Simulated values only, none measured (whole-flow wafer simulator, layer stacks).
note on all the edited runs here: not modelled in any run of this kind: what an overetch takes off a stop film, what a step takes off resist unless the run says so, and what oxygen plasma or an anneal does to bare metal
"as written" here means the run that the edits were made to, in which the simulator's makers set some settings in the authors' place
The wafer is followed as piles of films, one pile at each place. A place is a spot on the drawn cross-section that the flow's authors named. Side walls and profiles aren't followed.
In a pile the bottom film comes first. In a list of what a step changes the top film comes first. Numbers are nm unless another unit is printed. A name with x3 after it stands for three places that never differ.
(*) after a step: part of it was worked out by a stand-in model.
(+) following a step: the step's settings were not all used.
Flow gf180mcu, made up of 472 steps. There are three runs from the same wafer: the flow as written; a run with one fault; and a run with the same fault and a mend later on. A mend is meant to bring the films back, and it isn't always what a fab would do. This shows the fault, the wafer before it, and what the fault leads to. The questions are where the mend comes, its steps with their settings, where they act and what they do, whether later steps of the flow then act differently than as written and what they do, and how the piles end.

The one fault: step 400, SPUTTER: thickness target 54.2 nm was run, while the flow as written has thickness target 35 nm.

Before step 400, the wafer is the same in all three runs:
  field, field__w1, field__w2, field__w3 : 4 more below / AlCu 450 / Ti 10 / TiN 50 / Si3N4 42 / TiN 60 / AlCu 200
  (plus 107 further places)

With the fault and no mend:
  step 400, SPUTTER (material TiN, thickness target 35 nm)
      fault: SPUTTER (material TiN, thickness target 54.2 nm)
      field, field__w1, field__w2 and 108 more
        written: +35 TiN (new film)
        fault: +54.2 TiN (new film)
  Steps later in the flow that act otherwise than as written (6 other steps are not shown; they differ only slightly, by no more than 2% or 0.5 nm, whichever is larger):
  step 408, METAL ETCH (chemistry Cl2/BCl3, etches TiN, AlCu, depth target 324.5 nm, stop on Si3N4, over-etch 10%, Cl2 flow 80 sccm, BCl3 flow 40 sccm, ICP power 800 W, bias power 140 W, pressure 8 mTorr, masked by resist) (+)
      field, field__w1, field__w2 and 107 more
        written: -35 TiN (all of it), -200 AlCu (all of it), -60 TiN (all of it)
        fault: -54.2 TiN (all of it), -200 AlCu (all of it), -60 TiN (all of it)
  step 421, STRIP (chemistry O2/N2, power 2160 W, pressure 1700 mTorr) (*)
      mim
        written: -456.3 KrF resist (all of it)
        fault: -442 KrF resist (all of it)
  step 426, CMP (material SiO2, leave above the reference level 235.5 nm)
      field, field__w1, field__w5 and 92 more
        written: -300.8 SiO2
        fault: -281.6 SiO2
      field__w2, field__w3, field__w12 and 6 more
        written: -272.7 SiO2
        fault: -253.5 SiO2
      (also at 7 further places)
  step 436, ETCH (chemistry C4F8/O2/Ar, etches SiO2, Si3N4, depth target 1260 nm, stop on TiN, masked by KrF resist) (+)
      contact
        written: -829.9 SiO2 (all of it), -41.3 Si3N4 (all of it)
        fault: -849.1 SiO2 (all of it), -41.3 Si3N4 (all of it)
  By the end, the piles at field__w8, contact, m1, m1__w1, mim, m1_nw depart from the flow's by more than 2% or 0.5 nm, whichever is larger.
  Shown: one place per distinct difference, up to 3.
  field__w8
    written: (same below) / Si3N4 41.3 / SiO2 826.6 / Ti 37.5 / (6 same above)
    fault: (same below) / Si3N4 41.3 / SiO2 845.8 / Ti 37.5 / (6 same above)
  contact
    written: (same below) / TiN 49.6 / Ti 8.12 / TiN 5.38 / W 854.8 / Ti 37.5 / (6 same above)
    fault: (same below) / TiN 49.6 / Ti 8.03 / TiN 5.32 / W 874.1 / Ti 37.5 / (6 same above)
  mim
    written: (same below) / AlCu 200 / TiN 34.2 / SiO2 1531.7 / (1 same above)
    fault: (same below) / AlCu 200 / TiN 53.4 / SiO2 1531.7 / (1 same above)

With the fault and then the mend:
  After step 400 comes the mend.
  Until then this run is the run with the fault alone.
  step 400a, METAL ETCH (chemistry Cl2/BCl3, etches TiN, AlCu, Ti, depth target 19.2 nm, Cl2 flow 80 sccm, BCl3 flow 40 sccm, ICP power 800 W, bias power 140 W, pressure 8 mTorr) (a further turn of the flow's step 260, with different settings)
      field, field__w1, field__w2 and 108 more
        -19.2 TiN
  Every later step of the flow that is run acts as written at every place that is followed.
  The piles end the same as the flow's at every place that both follow.
